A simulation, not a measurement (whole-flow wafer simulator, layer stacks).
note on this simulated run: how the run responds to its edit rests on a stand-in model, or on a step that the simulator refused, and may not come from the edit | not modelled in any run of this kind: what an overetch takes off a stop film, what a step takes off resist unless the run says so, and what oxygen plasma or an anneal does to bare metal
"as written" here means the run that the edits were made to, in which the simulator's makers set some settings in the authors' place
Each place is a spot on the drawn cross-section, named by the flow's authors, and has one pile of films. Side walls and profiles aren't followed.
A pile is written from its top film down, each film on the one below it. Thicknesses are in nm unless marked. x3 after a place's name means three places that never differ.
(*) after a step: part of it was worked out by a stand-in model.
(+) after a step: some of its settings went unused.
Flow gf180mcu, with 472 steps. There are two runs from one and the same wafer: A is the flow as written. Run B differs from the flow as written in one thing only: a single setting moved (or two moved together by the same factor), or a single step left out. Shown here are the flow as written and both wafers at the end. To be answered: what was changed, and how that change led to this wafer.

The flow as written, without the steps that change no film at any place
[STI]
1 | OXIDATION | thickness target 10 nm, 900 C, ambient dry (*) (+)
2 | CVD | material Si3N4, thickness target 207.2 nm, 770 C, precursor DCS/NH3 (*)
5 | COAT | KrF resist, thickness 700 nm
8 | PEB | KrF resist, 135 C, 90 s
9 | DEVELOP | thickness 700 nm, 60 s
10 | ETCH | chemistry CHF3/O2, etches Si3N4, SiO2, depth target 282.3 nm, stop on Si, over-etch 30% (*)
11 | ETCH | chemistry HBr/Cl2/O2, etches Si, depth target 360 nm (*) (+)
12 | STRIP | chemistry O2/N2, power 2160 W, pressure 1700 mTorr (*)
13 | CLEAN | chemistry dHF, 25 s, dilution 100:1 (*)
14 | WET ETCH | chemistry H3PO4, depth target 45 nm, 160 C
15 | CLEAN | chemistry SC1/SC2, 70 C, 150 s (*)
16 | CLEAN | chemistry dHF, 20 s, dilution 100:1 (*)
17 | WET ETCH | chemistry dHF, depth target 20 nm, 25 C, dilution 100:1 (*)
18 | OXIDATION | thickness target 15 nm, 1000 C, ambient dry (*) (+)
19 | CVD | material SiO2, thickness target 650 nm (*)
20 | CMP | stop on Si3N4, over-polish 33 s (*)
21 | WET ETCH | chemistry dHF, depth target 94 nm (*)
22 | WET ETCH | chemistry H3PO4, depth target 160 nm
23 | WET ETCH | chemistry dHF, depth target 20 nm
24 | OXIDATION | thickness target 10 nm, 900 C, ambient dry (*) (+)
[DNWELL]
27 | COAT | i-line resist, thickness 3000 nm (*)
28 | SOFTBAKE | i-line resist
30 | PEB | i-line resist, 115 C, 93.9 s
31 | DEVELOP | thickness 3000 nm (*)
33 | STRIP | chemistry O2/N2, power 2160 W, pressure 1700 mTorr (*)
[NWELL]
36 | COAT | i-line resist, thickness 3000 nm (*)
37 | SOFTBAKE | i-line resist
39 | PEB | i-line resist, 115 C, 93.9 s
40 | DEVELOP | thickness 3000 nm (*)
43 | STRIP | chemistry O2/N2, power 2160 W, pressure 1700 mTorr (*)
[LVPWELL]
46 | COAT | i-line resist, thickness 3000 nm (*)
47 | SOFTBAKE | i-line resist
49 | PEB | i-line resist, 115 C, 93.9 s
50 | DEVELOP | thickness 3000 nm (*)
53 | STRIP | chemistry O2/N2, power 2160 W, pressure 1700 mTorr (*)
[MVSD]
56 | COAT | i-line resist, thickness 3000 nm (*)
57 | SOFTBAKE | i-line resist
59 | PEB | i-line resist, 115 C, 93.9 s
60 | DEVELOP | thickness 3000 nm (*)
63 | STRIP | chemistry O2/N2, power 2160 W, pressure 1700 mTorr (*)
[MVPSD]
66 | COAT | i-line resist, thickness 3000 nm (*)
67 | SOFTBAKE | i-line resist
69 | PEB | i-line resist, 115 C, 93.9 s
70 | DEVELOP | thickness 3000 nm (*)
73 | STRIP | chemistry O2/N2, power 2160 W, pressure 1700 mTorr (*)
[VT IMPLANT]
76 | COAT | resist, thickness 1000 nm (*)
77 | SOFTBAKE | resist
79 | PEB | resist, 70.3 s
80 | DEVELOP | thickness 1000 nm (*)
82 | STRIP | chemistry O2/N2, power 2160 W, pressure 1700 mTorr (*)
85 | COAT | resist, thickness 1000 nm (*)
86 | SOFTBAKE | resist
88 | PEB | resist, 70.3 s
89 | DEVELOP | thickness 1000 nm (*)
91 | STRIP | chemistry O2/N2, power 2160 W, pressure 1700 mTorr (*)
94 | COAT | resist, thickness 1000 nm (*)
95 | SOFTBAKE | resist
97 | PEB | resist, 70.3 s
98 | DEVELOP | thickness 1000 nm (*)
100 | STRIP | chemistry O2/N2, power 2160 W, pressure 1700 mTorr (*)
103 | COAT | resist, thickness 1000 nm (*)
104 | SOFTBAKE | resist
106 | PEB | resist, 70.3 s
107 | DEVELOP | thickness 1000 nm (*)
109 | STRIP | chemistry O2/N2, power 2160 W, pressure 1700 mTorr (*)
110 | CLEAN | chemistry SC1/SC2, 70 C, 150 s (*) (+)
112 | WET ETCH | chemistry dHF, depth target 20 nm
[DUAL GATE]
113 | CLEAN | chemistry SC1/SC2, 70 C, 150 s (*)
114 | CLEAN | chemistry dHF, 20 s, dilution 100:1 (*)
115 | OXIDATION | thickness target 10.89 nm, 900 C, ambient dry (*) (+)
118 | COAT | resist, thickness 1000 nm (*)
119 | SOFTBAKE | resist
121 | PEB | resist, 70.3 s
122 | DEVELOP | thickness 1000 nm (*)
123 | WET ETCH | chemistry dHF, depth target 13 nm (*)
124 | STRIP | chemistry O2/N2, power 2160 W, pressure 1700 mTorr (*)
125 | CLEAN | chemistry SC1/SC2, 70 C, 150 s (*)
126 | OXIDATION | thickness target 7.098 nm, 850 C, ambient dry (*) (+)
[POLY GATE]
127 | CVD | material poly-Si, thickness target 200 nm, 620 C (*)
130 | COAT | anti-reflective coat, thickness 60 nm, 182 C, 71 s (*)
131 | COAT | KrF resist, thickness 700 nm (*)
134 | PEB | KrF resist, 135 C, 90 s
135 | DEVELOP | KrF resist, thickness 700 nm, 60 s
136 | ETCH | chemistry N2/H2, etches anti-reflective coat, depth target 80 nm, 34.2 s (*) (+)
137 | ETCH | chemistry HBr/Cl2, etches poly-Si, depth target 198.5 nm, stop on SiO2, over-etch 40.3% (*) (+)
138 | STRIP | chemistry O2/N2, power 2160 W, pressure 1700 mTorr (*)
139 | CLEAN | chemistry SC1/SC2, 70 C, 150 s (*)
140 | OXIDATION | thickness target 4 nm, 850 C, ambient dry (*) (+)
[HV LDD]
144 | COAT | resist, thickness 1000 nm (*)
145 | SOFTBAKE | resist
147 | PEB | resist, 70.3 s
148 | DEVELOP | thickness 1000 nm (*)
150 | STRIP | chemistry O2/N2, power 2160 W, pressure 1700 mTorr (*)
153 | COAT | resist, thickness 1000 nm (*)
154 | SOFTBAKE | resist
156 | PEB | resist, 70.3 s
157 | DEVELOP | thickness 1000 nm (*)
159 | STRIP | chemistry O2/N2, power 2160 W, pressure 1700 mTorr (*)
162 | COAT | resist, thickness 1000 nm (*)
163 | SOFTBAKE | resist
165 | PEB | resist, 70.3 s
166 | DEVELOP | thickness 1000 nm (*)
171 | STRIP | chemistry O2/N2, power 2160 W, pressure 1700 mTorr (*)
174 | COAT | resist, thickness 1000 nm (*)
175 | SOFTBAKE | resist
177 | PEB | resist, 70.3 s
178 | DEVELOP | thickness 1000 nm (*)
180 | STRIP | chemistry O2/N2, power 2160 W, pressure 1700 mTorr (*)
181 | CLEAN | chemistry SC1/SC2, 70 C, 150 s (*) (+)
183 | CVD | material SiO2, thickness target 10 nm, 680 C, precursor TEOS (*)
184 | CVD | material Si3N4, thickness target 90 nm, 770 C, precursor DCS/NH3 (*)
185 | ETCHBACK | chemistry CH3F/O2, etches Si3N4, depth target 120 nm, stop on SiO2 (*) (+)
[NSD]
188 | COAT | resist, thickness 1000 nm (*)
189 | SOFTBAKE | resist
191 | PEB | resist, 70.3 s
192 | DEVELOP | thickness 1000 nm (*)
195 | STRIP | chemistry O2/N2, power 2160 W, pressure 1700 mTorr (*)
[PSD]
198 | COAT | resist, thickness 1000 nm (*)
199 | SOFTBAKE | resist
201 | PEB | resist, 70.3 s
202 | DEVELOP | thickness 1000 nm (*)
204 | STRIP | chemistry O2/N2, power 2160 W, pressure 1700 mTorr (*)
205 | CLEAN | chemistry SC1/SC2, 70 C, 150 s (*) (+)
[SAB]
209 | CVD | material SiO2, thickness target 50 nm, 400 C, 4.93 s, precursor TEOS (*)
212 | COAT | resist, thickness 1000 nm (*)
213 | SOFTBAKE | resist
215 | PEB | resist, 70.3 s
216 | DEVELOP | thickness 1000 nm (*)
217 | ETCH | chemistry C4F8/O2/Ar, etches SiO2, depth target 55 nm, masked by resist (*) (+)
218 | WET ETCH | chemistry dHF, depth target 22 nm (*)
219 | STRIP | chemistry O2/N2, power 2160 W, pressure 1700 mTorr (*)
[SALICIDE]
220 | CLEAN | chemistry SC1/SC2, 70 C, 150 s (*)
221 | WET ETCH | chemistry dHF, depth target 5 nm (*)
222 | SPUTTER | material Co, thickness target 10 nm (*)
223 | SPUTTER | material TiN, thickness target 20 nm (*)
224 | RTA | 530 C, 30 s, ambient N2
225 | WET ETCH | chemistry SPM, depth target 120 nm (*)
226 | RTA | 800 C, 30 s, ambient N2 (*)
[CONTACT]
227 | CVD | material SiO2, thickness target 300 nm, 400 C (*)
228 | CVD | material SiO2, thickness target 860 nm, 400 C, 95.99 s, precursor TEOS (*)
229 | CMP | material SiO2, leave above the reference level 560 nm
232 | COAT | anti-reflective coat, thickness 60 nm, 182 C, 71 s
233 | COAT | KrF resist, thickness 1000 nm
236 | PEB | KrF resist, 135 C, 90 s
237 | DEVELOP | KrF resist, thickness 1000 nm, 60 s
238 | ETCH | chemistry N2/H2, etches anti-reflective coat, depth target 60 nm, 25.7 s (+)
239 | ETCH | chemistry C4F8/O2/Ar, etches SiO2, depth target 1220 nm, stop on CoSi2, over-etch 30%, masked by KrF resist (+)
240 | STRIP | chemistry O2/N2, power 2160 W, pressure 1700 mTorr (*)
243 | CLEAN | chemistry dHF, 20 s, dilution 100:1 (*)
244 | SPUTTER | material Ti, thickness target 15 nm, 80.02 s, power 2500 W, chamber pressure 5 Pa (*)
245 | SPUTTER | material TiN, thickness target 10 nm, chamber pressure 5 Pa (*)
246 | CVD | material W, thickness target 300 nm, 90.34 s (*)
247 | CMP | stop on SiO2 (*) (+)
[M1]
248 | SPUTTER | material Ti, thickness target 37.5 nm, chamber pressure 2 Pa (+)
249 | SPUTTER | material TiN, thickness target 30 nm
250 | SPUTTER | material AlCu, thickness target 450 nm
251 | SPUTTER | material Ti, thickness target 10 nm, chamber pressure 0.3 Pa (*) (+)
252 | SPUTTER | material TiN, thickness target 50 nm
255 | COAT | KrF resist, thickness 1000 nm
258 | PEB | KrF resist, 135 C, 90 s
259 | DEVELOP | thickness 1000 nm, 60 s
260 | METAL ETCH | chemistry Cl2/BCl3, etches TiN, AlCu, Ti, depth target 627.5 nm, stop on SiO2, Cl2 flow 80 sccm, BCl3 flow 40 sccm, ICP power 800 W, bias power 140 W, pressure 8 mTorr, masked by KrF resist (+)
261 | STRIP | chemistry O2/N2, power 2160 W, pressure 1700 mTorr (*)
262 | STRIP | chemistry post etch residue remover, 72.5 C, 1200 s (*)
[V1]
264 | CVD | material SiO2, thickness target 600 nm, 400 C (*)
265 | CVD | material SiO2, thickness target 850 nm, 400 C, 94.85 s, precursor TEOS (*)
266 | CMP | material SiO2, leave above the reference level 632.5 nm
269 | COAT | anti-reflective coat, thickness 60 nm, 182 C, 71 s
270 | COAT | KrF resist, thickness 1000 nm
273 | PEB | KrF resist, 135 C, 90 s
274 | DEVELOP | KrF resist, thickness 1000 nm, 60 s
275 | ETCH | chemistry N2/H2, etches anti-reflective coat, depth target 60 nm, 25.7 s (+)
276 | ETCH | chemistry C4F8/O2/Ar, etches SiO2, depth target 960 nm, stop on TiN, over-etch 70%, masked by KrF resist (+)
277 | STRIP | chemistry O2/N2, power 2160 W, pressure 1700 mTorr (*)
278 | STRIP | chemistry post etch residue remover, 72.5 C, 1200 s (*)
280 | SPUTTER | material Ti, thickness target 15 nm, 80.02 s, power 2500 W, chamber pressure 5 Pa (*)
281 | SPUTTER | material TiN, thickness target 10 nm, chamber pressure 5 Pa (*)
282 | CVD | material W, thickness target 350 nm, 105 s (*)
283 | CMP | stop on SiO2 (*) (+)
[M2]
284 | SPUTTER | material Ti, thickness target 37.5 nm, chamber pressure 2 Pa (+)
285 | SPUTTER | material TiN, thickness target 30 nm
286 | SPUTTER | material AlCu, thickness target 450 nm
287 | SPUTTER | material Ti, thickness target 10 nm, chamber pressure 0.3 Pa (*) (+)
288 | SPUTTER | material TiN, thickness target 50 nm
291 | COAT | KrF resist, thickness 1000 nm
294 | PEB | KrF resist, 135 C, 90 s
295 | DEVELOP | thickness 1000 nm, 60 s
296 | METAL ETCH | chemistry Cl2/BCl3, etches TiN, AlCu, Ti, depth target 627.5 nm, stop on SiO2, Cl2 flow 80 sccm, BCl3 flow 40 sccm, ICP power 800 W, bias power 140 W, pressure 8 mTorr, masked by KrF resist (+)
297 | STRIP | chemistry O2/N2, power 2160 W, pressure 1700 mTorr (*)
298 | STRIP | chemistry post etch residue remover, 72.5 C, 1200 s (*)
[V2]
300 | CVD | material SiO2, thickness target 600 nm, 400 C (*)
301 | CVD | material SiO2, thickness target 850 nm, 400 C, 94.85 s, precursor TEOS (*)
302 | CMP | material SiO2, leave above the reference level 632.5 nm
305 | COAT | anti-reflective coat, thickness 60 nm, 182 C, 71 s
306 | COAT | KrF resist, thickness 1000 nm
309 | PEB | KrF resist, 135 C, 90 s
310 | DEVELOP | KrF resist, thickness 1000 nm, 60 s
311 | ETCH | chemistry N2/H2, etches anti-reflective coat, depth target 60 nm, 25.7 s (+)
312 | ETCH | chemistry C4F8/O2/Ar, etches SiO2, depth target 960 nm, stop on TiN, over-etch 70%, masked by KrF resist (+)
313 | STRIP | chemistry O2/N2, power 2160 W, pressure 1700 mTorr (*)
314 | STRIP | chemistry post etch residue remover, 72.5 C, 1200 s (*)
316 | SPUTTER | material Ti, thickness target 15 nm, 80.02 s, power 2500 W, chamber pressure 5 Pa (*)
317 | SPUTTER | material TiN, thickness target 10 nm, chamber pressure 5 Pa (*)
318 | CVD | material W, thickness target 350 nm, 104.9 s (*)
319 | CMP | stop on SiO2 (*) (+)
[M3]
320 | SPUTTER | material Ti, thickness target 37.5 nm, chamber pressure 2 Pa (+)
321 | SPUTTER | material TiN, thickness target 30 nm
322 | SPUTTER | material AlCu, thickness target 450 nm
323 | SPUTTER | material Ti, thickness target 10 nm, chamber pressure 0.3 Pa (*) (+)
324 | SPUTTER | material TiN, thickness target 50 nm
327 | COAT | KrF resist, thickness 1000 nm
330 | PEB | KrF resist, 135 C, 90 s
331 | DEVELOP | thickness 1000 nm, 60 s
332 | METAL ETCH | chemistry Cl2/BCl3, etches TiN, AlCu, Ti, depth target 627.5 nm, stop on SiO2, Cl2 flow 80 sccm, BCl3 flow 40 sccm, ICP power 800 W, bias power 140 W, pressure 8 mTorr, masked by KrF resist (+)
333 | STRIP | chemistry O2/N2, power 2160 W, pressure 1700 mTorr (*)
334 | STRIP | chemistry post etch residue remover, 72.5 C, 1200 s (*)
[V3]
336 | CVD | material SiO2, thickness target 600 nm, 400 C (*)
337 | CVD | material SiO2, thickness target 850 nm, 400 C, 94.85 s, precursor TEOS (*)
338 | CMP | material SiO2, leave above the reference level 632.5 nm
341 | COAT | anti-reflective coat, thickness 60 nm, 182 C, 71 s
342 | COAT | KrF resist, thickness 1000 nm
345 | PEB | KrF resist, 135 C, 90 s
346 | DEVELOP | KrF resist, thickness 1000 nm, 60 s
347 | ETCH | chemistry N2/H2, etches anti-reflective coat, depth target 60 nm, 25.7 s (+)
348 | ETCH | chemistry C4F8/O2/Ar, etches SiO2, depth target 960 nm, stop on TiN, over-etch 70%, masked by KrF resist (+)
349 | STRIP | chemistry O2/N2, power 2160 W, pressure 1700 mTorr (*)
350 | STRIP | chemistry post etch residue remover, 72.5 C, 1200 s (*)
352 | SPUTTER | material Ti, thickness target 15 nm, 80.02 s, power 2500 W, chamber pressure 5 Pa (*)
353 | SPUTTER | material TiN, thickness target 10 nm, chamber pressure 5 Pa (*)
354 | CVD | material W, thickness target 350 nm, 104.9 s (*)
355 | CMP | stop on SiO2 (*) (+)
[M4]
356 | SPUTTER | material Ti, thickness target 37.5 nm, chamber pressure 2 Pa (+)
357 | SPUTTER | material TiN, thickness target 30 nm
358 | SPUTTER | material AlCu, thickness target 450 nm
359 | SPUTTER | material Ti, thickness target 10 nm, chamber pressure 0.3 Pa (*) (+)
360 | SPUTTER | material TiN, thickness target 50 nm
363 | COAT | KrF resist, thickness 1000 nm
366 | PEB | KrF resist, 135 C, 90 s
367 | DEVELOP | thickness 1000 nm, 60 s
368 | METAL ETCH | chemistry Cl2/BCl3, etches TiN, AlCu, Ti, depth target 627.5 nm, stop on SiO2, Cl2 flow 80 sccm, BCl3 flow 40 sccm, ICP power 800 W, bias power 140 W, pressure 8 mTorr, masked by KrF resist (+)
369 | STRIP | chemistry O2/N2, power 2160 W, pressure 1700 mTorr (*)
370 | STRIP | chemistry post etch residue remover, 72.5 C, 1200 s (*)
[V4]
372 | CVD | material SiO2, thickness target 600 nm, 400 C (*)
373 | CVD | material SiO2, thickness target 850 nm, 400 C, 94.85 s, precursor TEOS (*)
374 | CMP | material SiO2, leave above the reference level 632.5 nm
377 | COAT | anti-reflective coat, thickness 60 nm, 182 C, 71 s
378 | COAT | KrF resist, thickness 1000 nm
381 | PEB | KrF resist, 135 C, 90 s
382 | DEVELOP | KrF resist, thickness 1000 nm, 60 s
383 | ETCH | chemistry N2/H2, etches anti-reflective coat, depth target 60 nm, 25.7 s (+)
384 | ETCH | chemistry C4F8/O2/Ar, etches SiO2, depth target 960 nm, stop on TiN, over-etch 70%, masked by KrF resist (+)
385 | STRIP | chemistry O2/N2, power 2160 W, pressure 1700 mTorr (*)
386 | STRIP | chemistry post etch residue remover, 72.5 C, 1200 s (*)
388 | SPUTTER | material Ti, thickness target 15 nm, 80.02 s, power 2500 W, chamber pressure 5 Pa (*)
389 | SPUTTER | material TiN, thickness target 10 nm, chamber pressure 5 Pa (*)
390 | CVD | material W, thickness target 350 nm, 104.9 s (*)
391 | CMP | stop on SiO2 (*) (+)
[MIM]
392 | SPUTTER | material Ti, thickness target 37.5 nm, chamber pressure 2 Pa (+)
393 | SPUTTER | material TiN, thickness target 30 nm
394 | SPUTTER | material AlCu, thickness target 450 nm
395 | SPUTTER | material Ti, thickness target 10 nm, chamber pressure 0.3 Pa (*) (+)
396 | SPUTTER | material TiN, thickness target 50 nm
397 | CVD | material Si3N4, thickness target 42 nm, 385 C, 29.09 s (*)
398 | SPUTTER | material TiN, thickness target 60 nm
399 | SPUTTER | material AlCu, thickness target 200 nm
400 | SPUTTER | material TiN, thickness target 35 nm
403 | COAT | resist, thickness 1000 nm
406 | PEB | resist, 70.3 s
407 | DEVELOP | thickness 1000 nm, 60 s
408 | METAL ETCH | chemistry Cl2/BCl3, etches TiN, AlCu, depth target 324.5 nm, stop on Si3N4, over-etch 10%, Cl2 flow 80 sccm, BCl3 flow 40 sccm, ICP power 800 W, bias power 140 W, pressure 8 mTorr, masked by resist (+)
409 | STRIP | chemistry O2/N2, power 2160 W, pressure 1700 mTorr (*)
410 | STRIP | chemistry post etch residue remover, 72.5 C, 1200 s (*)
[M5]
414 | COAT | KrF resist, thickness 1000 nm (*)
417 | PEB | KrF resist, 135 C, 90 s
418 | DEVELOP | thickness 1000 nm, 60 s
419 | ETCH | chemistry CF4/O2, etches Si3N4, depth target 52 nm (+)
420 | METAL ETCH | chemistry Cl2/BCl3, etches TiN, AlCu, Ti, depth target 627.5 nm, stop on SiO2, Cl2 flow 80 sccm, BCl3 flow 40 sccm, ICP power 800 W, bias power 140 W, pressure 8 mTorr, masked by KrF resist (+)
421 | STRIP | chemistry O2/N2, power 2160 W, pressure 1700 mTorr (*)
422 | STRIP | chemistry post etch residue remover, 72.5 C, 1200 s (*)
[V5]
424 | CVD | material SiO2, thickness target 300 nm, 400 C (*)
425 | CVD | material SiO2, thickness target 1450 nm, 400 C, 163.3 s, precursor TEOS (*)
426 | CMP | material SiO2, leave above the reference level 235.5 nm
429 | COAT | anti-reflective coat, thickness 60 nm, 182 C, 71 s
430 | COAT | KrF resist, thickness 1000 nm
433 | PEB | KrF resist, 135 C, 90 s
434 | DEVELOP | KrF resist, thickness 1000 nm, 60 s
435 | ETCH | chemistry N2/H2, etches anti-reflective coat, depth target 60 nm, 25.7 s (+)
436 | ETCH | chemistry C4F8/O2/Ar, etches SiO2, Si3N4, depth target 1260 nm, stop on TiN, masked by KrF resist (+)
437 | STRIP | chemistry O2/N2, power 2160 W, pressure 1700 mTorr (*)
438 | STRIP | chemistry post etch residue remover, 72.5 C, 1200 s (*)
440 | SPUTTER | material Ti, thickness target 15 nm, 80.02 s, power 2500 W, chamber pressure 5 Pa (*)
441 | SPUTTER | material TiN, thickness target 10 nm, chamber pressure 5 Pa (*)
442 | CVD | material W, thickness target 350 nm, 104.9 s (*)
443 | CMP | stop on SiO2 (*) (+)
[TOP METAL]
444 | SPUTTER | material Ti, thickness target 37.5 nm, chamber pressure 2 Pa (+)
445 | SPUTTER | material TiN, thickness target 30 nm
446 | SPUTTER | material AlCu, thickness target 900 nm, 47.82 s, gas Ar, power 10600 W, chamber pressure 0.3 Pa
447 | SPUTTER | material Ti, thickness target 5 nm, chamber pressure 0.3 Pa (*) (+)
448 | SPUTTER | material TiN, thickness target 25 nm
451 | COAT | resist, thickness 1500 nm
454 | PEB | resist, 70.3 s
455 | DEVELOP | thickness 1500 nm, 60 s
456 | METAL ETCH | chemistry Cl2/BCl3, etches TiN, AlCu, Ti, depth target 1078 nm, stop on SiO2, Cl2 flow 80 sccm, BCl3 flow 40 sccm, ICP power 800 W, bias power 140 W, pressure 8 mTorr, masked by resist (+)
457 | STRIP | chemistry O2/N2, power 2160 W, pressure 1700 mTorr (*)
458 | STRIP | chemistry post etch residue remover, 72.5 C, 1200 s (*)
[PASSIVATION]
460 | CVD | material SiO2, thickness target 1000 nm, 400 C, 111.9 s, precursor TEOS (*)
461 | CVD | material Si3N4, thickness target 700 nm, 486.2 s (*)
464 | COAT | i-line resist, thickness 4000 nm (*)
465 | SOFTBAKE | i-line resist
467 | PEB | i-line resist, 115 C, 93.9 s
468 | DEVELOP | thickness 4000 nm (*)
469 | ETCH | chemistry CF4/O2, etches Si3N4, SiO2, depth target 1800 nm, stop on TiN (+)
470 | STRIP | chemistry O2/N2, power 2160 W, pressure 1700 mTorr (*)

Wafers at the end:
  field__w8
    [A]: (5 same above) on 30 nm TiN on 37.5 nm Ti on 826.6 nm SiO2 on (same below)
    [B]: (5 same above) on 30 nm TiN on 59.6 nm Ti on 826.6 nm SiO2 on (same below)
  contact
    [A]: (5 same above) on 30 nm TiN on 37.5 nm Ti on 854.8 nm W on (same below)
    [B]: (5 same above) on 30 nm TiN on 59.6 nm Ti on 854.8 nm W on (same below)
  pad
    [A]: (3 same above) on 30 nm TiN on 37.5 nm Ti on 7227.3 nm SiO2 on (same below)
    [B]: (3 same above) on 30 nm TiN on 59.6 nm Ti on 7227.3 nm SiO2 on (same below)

The reason: step 444, SPUTTER: thickness target 59.6 nm was run, though the flow has thickness target 37.5 nm.
One can read it off the wafer: field__w8 has Ti 59.6, and step 444 as written asks for 37.5 nm.

The path from the change to this, step by step:
  444 | SPUTTER | material Ti, thickness target 37.5 nm, chamber pressure 2 Pa (+)
      field, field__w1, field__w2 and 109 more: A +37.5 Ti (new film) | B +59.6 Ti (new film)
  456 | METAL ETCH | chemistry Cl2/BCl3, etches TiN, AlCu, Ti, depth target 1078 nm, stop on SiO2, Cl2 flow 80 sccm, BCl3 flow 40 sccm, ICP power 800 W, bias power 140 W, pressure 8 mTorr, masked by resist (+)
      field, field__w1, field__w2 and 103 more: A -25 TiN (all of it), -5 Ti (all of it), -900 AlCu (all of it), -30 TiN (all of it), -37.5 Ti (all of it) | B -25 TiN (all of it), -5 Ti (all of it), -900 AlCu (all of it), -30 TiN (all of it), -59.6 Ti (all of it)
  465 | SOFTBAKE | i-line resist
      gate: A +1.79 i-line resist | B -0.2 i-line resist
      ld_acc_p, ld_fp_p, ld_drift_p: A +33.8 i-line resist | B +27.8 i-line resist
      (also at 62 further places)
